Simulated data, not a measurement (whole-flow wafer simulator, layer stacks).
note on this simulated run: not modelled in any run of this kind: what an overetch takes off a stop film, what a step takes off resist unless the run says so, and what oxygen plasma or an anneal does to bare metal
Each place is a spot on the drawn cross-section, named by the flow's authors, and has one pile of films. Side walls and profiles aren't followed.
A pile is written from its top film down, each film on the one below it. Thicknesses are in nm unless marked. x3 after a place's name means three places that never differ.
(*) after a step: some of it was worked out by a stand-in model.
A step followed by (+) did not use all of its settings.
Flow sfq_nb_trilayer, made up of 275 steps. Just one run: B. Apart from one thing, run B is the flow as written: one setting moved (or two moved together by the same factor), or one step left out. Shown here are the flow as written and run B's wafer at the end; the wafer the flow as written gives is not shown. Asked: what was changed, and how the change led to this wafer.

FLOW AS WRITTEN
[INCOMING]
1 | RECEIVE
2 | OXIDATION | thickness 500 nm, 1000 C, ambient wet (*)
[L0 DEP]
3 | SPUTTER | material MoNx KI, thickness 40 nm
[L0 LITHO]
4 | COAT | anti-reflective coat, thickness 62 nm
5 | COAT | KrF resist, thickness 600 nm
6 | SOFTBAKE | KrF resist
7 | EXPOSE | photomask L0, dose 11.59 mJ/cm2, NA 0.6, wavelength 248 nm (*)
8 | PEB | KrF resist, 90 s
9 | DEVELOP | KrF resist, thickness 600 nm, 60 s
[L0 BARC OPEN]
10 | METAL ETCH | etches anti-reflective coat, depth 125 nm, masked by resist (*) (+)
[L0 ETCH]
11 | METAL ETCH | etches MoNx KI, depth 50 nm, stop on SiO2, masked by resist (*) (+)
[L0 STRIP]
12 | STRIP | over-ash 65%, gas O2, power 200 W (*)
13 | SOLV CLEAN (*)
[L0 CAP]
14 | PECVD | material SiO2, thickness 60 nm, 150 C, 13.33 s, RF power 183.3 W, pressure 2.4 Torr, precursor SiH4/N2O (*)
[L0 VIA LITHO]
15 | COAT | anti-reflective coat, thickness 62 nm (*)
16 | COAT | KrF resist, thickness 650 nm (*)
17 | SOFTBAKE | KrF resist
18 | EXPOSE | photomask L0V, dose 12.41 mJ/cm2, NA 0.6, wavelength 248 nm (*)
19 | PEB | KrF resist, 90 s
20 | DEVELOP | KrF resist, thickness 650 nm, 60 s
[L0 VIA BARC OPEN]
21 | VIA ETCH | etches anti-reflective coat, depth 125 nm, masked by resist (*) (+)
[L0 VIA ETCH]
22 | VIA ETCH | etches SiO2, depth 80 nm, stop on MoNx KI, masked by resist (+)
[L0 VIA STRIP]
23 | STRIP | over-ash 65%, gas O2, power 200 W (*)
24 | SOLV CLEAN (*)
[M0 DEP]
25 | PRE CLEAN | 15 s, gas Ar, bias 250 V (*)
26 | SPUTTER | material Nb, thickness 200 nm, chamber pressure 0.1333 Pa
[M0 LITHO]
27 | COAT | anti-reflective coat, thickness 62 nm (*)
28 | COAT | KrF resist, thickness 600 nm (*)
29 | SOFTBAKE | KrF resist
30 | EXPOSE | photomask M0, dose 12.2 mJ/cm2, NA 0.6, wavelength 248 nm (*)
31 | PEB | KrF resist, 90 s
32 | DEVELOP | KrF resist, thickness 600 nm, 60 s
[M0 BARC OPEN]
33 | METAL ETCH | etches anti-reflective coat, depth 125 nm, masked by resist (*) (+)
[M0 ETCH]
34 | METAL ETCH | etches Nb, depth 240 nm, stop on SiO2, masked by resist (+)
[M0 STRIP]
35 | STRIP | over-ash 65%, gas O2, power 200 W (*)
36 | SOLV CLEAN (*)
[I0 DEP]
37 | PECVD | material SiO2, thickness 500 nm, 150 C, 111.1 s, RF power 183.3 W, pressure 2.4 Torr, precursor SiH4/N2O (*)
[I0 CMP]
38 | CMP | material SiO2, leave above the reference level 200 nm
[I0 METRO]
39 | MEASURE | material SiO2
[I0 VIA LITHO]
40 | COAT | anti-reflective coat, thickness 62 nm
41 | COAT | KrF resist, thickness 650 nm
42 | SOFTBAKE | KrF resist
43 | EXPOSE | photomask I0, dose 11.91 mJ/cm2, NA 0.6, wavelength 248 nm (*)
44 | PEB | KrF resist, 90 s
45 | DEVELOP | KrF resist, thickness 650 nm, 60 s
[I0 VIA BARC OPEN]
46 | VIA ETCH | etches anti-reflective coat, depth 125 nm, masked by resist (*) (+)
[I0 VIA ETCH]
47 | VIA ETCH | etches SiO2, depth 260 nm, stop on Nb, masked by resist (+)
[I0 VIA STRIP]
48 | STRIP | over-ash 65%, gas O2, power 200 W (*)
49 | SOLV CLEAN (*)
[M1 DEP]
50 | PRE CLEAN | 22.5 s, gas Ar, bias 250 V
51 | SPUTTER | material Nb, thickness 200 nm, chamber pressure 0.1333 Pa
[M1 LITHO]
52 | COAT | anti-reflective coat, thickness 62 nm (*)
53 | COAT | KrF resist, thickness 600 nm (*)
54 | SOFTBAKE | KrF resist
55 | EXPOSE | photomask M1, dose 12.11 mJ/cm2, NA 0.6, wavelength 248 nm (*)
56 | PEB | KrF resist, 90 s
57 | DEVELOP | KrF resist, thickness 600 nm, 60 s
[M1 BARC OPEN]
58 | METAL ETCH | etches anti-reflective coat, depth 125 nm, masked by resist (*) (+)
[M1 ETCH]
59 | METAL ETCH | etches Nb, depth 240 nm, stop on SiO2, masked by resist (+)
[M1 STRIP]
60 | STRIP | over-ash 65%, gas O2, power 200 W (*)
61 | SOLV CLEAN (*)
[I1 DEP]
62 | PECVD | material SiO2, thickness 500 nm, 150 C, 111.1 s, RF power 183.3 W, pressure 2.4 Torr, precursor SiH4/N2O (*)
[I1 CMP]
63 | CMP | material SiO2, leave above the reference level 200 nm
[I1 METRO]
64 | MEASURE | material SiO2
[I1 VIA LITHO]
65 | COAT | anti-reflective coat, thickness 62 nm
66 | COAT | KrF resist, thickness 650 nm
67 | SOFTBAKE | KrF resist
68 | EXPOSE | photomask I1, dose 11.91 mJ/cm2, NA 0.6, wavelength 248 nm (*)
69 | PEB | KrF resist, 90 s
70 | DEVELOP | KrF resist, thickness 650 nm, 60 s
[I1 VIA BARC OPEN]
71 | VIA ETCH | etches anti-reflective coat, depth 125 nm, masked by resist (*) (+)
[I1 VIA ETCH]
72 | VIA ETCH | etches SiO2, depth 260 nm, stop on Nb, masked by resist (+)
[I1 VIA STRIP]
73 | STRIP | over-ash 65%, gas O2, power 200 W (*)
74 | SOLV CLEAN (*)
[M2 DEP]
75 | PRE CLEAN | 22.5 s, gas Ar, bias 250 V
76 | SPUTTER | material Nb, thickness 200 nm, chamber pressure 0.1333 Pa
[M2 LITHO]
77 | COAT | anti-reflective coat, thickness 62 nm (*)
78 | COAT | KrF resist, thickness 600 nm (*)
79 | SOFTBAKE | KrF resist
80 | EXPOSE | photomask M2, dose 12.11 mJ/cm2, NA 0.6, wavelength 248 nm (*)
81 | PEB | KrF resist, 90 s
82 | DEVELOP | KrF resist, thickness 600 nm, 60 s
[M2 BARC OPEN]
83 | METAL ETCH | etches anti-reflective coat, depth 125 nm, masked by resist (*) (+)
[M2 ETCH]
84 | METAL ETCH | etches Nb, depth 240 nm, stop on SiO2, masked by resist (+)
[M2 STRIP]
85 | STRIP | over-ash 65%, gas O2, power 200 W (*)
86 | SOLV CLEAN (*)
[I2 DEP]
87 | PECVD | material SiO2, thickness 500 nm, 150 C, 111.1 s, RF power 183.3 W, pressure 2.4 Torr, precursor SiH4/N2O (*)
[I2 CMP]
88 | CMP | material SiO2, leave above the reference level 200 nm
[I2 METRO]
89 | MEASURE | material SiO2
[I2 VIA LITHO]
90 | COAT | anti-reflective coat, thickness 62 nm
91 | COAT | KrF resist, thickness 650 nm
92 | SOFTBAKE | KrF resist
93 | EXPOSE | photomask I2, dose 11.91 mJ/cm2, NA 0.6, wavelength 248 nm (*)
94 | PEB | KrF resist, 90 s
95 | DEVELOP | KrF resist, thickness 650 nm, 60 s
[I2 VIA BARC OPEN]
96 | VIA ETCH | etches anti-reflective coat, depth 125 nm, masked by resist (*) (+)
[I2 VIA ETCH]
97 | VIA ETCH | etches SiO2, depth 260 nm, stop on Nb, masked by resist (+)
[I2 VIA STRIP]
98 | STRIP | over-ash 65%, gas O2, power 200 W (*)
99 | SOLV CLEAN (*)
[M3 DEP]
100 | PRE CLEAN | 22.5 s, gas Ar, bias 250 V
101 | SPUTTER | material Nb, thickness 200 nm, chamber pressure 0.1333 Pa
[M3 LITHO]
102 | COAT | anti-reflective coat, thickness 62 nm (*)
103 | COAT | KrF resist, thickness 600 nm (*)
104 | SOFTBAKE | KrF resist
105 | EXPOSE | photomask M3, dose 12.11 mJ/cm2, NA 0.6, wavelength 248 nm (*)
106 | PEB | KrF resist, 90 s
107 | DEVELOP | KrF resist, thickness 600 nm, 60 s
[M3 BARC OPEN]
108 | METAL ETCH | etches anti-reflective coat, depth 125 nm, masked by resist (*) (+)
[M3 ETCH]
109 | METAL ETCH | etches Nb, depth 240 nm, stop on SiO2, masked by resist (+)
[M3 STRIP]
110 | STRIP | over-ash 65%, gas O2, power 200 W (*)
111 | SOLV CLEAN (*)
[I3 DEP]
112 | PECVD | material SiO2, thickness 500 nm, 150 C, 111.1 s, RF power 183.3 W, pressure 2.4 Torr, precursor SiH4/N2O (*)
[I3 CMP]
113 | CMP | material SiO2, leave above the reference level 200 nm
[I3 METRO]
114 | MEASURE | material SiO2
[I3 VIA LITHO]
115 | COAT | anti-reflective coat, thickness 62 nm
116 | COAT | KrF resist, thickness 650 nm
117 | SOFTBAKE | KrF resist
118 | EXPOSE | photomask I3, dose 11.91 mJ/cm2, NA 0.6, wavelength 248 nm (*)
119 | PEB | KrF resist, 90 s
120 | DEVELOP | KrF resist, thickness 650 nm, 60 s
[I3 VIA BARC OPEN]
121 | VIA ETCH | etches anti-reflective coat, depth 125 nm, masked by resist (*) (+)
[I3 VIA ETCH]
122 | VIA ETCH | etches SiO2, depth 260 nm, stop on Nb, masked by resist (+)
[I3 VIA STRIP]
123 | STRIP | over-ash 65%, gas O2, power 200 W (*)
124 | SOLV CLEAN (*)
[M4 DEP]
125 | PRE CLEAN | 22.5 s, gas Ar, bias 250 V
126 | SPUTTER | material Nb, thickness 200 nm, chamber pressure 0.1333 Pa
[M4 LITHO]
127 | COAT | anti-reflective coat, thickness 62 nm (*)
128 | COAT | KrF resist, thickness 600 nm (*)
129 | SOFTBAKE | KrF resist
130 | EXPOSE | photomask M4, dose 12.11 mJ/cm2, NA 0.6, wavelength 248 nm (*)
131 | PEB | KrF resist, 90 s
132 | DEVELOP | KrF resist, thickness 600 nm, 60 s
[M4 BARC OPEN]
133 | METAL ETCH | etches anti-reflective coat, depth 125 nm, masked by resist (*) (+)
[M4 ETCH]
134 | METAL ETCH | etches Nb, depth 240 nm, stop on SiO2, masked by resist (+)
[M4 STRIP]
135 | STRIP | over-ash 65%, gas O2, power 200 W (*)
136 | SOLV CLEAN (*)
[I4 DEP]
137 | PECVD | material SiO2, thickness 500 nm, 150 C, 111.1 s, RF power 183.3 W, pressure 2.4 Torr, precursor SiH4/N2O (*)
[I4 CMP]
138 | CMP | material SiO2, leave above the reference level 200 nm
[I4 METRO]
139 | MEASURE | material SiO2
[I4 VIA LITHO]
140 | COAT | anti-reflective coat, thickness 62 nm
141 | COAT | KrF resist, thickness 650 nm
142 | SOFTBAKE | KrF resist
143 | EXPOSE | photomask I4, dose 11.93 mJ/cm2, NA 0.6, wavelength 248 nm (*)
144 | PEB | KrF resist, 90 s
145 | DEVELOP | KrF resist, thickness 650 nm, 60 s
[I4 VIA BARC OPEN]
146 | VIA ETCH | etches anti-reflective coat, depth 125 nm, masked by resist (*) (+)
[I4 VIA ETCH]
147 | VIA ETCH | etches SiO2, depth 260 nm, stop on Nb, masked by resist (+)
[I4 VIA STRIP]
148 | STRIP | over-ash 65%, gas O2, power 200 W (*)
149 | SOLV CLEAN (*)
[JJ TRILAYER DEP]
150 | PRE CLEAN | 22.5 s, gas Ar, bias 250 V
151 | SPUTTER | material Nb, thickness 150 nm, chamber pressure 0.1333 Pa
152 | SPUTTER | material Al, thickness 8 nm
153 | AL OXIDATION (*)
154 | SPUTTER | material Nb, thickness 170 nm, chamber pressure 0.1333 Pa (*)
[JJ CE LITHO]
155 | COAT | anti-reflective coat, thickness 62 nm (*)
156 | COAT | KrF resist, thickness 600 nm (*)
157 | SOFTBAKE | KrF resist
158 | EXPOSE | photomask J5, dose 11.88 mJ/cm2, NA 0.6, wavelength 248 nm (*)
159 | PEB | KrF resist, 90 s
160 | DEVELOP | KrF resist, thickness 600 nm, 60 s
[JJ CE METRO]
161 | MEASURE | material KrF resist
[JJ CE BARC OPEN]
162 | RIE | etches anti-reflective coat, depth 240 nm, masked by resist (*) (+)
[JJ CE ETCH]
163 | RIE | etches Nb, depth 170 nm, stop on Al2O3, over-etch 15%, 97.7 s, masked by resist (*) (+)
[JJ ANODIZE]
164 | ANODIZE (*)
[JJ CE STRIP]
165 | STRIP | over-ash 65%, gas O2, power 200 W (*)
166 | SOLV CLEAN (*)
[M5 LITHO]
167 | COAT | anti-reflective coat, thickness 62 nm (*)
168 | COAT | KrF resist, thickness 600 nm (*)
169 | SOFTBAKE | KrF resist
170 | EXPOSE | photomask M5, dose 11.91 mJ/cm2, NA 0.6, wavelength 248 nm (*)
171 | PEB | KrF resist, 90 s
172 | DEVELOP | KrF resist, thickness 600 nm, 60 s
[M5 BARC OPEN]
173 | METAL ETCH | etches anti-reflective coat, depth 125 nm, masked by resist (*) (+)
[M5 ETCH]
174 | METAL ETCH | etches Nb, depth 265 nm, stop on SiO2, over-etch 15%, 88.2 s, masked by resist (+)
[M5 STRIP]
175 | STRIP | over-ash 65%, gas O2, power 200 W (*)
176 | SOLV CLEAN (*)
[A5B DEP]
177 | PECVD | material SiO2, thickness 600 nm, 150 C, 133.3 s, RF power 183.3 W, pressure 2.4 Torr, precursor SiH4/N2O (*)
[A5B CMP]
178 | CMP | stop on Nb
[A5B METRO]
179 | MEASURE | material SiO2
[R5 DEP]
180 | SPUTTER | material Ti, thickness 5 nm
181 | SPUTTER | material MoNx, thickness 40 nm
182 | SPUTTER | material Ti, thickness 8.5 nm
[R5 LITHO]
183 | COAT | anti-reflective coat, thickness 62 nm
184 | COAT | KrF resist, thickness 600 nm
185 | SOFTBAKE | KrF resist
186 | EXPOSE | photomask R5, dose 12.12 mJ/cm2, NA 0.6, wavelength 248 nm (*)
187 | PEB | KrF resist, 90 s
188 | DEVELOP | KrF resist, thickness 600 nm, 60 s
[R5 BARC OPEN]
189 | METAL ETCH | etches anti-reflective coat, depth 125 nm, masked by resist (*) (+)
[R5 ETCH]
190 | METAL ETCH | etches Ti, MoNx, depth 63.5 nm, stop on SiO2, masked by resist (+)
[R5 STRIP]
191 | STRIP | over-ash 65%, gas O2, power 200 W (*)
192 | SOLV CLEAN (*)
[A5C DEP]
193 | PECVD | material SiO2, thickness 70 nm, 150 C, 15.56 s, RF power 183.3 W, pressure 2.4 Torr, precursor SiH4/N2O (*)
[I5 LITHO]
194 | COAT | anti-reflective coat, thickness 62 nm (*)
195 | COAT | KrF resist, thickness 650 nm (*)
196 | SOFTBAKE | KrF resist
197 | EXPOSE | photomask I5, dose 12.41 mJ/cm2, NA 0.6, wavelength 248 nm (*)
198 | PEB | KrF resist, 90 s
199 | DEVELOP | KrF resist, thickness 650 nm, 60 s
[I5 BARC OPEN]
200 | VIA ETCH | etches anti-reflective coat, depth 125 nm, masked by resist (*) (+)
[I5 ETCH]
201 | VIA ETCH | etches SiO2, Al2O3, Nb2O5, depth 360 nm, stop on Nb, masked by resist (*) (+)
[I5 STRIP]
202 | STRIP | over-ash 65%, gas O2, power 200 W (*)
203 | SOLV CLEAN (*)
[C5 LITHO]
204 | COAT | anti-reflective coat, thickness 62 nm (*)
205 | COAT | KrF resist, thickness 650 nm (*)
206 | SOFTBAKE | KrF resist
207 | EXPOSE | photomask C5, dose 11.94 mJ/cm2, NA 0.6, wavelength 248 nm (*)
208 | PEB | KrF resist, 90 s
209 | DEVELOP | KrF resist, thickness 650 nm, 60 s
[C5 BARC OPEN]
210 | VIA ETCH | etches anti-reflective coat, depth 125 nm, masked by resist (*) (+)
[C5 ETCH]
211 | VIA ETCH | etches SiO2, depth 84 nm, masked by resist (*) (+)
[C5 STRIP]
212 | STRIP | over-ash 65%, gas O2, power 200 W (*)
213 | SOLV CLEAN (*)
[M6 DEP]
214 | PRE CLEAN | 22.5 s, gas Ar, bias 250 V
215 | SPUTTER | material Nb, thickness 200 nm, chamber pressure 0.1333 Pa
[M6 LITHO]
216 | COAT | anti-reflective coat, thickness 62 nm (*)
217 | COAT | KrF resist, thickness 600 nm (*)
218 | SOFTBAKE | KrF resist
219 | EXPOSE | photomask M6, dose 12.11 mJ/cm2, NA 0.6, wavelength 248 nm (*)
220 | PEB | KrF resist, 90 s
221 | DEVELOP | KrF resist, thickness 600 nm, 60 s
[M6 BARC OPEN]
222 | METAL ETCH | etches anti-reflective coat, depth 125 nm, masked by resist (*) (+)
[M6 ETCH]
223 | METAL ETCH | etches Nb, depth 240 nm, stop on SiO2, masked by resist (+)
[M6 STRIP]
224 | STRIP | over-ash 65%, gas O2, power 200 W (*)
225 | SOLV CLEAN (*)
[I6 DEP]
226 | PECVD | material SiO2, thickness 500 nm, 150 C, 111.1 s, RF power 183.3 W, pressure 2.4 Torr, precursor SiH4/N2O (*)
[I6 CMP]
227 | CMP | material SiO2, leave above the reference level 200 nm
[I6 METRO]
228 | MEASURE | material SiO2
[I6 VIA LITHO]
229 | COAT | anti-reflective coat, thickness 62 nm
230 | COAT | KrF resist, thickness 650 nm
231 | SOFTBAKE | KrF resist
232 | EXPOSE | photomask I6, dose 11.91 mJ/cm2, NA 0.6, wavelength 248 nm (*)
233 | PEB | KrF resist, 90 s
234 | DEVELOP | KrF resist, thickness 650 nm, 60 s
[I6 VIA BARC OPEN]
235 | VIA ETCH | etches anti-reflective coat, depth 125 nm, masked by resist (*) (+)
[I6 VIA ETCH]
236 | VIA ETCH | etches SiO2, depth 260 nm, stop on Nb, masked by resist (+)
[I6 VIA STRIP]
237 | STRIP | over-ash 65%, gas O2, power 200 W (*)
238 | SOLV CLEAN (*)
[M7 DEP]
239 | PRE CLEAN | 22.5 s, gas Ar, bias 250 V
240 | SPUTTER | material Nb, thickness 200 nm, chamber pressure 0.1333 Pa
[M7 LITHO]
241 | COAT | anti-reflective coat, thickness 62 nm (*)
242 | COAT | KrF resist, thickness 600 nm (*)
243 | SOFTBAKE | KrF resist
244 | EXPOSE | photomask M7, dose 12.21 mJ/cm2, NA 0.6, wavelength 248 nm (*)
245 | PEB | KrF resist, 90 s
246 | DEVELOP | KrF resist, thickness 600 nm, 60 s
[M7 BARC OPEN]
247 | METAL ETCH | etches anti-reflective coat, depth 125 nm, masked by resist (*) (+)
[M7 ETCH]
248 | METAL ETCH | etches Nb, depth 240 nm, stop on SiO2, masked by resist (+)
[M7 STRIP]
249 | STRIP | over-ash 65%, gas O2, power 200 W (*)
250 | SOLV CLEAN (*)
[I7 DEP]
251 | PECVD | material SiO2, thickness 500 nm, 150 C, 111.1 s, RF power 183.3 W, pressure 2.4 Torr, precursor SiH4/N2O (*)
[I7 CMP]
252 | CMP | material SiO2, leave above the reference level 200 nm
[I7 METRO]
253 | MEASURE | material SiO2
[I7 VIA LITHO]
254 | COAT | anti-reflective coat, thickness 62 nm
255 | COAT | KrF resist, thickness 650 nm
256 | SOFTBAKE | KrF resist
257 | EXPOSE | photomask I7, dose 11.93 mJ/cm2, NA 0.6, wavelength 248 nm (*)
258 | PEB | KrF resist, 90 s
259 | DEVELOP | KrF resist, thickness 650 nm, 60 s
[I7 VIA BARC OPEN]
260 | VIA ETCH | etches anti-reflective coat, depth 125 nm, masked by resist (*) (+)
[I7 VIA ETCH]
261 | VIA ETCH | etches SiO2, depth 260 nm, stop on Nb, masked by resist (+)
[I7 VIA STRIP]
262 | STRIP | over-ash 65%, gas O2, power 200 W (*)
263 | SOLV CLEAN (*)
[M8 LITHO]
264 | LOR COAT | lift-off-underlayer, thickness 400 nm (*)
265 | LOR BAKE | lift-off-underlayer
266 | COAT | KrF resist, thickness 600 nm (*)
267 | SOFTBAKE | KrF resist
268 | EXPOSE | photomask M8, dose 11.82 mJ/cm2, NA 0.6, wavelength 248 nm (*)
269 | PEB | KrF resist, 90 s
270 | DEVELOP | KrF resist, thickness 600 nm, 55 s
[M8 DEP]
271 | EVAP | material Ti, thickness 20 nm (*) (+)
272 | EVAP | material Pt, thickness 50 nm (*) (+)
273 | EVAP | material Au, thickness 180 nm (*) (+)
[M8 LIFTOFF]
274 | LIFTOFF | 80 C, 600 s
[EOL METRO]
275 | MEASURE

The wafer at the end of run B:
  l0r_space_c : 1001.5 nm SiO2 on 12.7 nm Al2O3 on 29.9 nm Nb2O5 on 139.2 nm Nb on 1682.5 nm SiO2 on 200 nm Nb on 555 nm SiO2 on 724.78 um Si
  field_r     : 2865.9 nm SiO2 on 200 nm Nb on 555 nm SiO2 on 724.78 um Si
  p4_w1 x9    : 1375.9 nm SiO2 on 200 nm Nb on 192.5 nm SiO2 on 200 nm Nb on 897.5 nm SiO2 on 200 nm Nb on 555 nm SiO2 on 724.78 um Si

What caused this: step 76, SPUTTER: thickness 120 nm was run, whereas the flow has thickness 200 nm.

Step by step, how the change led to this:
  76 | SPUTTER | material Nb, thickness 200 nm, chamber pressure 0.1333 Pa
      field_l, v_sur, via_wl and 102 more: +120 Nb (new film) (as written it would have been: +200 Nb (new film))
      via_v: +105.5 Nb (as written it would have been: +174.5 Nb)
  77 | COAT | anti-reflective coat, thickness 62 nm (*)
      via_v: +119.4 anti-reflective coat (new film) (as written it would have been: +123.1 anti-reflective coat (new film))
  84 | METAL ETCH | etches Nb, depth 240 nm, stop on SiO2, masked by resist (+)
      field_l, be, be_sur and 81 more: -120 Nb (all of it) (as written it would have been: -200 Nb (all of it))
      v_sur, via_wl, via_w and 19 more: -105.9 KrF resist (as written it would have been: -141.2 KrF resist)
  85 | STRIP | over-ash 65%, gas O2, power 200 W (*)
      wl_j_sl, wl_jj, wl_j_sr and 12 more: -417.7 KrF resist (all of it), -62 anti-reflective coat (all of it) (as written it would have been: -382.4 KrF resist (all of it), -62 anti-reflective coat (all of it))
      v_sur: -415.4 KrF resist (all of it), -61.4 anti-reflective coat (all of it) (as written it would have been: -380 KrF resist (all of it), -61.4 anti-reflective coat (all of it))
      (as well as at 6 more places)
  87 | PECVD | material SiO2, thickness 500 nm, 150 C, 111.1 s, RF power 183.3 W, pressure 2.4 Torr, precursor SiH4/N2O (*)
      via_v: +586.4 SiO2 (new film) (as written it would have been: +606 SiO2 (new film))
  88 | CMP | material SiO2, leave above the reference level 200 nm
      field_l, be, be_sur and 81 more: -180 SiO2 (as written it would have been: -100 SiO2)
      via_v: -172.9 SiO2 (as written it would have been: -181.6 SiO2)
